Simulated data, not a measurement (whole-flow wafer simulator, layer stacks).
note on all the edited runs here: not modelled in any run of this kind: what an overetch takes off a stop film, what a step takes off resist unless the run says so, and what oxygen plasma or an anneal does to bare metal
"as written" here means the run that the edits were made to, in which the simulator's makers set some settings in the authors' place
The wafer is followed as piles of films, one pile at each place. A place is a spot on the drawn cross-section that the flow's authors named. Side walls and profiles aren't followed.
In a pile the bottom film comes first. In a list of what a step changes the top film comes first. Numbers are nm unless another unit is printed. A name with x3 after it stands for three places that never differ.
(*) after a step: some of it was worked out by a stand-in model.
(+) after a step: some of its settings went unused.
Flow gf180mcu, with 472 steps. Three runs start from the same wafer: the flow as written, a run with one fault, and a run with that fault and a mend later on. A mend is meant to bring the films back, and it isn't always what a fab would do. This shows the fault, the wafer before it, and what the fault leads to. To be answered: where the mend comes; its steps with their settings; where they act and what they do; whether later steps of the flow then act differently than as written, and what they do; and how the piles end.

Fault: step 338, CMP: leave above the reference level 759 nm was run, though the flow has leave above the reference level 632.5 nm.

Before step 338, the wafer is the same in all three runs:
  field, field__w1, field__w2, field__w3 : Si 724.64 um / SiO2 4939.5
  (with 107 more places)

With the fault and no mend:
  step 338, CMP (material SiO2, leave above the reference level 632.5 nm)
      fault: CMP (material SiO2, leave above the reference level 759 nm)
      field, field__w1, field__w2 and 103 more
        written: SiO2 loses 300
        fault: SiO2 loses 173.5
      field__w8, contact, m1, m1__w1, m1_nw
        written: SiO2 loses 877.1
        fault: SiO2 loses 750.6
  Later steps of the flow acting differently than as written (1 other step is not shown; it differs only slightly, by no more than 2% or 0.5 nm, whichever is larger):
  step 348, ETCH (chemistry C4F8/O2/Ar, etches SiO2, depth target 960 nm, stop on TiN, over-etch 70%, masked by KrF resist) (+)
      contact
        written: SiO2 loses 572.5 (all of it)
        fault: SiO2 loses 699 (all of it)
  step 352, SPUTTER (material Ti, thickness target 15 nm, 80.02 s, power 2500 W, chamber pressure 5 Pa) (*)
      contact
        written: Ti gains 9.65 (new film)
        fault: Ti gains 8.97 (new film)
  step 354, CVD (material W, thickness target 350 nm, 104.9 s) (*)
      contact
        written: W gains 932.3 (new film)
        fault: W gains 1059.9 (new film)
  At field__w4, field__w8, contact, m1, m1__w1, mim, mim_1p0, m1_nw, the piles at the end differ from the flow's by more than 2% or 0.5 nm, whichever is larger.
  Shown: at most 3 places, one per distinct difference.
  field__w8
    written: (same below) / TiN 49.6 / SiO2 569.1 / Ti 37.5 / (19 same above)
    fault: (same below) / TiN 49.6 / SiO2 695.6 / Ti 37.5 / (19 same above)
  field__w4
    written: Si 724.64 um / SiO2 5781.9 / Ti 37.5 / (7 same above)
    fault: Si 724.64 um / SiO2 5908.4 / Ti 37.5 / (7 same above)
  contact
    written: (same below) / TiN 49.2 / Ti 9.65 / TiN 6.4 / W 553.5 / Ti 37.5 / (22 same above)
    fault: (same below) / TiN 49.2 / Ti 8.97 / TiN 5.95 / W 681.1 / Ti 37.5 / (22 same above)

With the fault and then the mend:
  After step 338 comes the mend.
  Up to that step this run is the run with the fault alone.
  step 338a, CMP (material SiO2, leave above the reference level 632.5 nm) (the flow's step 338 again)
      field, field__w1, field__w2 and 108 more
        SiO2 loses 126.5
  Later steps of the flow that are run all act as written at every place that is followed.
  At every place that both follow, the piles at the end match the flow's.
